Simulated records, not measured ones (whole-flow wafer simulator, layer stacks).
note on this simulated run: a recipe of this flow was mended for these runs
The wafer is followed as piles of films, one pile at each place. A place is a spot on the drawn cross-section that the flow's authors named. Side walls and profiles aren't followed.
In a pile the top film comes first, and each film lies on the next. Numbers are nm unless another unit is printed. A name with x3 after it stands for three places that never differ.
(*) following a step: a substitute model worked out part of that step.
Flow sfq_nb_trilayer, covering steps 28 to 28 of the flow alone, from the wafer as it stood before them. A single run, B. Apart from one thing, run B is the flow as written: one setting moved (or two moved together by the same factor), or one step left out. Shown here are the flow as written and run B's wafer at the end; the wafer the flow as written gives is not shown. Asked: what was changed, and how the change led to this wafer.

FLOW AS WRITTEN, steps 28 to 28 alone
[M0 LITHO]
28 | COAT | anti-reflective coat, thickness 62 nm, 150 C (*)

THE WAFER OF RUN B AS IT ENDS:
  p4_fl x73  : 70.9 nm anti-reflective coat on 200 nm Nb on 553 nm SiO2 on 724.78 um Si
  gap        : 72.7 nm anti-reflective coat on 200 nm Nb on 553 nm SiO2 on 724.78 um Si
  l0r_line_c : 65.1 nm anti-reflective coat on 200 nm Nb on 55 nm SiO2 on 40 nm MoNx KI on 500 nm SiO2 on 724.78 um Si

What caused this: step 28, COAT: thickness 70.9 nm was run, while the flow as written has thickness 62 nm.
The wafer lets one read it off: p4_fl x73 has anti-reflective coat 70.9, and step 28 as written asks for 62 nm.

Step by step, how the change led to this:
  28 | COAT | anti-reflective coat, thickness 62 nm, 150 C (*)
      p4_fl x73: anti-reflective coat gains 70.9 (new film) (it would be, as written: anti-reflective coat gains 62 (new film))
      gap, jj_sur, ce_l and 7 more: anti-reflective coat gains 72.7 (new film) (it would be, as written: anti-reflective coat gains 63.7 (new film))
      (also at 23 further places)
